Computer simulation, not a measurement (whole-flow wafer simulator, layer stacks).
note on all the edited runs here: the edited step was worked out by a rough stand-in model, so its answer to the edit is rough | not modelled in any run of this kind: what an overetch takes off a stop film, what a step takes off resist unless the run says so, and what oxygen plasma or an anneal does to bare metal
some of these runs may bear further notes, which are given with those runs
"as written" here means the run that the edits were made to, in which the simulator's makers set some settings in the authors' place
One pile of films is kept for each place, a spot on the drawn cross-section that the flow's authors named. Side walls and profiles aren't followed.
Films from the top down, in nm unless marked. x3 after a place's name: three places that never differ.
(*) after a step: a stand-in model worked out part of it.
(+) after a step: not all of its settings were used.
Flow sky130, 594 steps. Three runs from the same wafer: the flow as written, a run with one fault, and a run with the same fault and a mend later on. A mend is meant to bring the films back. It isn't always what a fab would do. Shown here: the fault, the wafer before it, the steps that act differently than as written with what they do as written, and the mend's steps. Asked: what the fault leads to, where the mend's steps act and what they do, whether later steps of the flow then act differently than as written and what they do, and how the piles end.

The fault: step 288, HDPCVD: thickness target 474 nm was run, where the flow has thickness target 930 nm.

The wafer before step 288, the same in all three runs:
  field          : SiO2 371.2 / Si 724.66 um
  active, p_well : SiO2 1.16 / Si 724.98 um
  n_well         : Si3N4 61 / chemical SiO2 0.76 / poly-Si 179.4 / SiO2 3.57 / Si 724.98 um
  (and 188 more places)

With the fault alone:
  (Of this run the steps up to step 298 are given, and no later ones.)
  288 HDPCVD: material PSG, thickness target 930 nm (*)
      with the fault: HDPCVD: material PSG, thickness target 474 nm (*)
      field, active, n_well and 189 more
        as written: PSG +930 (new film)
        with the fault: PSG +474 (new film)
  Later steps of the flow that act differently than as written (1 more step differs only slightly, by at most 2% or 0.5 nm, whichever is larger, and isn't shown):
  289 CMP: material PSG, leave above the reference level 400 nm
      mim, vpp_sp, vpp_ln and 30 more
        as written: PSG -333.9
        with the fault: nothing
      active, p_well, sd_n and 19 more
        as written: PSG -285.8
        with the fault: nothing
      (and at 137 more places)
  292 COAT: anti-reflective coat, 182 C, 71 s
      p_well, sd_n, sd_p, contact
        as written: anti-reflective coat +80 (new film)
        with the fault: anti-reflective coat +126.5 (new film)
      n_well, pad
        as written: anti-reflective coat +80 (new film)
        with the fault: anti-reflective coat +3 (new film)
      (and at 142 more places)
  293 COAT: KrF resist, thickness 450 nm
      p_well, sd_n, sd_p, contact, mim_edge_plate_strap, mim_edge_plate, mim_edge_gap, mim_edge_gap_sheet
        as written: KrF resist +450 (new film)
        with the fault: KrF resist +474.6 (new film)
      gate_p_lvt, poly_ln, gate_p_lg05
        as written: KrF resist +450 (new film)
        with the fault: KrF resist +422.7 (new film)
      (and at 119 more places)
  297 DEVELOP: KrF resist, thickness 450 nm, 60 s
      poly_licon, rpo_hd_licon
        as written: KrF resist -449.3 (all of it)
        with the fault: KrF resist -396.2 (all of it)
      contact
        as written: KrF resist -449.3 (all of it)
        with the fault: KrF resist -474 (all of it)
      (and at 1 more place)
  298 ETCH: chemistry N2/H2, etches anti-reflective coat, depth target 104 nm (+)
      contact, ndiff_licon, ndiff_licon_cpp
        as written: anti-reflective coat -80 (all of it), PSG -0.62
        with the fault: anti-reflective coat -104
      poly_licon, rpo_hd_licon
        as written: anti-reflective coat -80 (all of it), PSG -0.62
        with the fault: anti-reflective coat -56.8 (all of it), PSG -1.21
  After step 298 the piles differ from the flow's by more than 2% or 0.5 nm, whichever is larger, at field, active, n_well and 172 more.
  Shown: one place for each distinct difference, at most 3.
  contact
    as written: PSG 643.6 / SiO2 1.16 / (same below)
    with the fault: anti-reflective coat 22.5 / PSG 474 / SiO2 1.16 / (same below)
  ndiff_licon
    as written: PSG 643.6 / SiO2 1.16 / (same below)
    with the fault: anti-reflective coat 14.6 / PSG 474 / SiO2 1.16 / (same below)
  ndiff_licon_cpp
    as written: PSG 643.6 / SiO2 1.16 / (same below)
    with the fault: anti-reflective coat 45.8 / PSG 474 / SiO2 1.16 / (same below)

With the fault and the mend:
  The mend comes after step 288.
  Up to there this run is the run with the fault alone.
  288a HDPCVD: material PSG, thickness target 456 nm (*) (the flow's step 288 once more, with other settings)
      field, active, n_well and 189 more
        PSG +456
  No later step of the flow acts differently than as written, at any place that is followed, by more than 2% or 0.5 nm, whichever is larger.
  At the end the piles differ from the flow's only slightly at the places that both follow, by at most 2% or 0.5 nm, whichever is larger.
